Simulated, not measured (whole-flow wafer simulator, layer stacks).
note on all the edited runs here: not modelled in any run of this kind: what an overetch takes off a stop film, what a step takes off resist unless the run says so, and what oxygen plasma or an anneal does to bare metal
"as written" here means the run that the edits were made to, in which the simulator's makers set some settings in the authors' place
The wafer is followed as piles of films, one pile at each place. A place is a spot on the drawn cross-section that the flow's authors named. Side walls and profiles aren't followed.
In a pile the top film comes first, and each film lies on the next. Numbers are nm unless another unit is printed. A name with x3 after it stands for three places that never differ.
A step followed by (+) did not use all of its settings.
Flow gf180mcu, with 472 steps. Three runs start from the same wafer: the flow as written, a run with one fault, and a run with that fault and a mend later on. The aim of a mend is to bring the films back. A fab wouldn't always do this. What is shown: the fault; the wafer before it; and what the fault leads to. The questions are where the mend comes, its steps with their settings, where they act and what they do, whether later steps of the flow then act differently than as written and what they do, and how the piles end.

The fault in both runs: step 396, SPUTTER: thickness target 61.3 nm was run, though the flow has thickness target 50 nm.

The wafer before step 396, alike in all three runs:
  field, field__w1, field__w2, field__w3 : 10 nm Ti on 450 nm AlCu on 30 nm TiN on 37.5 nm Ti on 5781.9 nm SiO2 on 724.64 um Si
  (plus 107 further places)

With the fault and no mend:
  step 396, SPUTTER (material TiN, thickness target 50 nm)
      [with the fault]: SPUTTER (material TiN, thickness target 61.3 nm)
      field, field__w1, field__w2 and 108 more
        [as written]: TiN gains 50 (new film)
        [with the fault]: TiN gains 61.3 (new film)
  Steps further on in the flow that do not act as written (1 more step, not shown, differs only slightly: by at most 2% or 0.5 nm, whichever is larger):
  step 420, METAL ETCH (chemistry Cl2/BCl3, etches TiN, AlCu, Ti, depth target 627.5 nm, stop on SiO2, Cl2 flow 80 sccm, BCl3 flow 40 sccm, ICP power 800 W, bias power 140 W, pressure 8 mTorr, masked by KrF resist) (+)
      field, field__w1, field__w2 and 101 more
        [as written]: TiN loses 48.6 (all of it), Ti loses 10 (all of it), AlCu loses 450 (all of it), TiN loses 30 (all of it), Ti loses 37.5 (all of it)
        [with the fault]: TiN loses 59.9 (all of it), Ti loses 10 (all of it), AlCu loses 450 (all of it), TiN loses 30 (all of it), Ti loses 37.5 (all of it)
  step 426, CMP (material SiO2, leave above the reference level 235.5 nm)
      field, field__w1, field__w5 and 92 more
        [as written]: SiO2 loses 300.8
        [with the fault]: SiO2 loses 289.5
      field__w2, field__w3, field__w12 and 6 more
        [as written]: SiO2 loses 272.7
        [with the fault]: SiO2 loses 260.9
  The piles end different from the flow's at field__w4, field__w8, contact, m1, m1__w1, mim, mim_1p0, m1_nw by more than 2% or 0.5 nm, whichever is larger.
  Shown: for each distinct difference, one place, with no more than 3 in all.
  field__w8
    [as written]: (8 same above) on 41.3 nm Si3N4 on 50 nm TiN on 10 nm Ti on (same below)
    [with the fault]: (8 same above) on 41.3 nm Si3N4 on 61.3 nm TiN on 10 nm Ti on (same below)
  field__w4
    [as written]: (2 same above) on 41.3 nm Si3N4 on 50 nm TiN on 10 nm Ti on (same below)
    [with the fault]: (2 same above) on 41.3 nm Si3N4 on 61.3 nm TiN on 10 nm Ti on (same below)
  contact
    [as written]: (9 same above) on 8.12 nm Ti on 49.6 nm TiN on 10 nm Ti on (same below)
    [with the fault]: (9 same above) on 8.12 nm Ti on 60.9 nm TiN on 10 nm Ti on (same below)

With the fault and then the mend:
  The mend follows step 396.
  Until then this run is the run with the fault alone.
  step 396a, METAL ETCH (chemistry Cl2/BCl3, etches TiN, AlCu, Ti, depth target 11.3 nm, Cl2 flow 80 sccm, BCl3 flow 40 sccm, ICP power 800 W, bias power 140 W, pressure 8 mTorr) (the flow's step 260 again, with other settings)
      field, field__w1, field__w2 and 108 more
        TiN loses 11.3
  Every later step of the flow that is run acts as written at every place that is followed.
  By the end, the piles equal the flow's at every place that both follow.
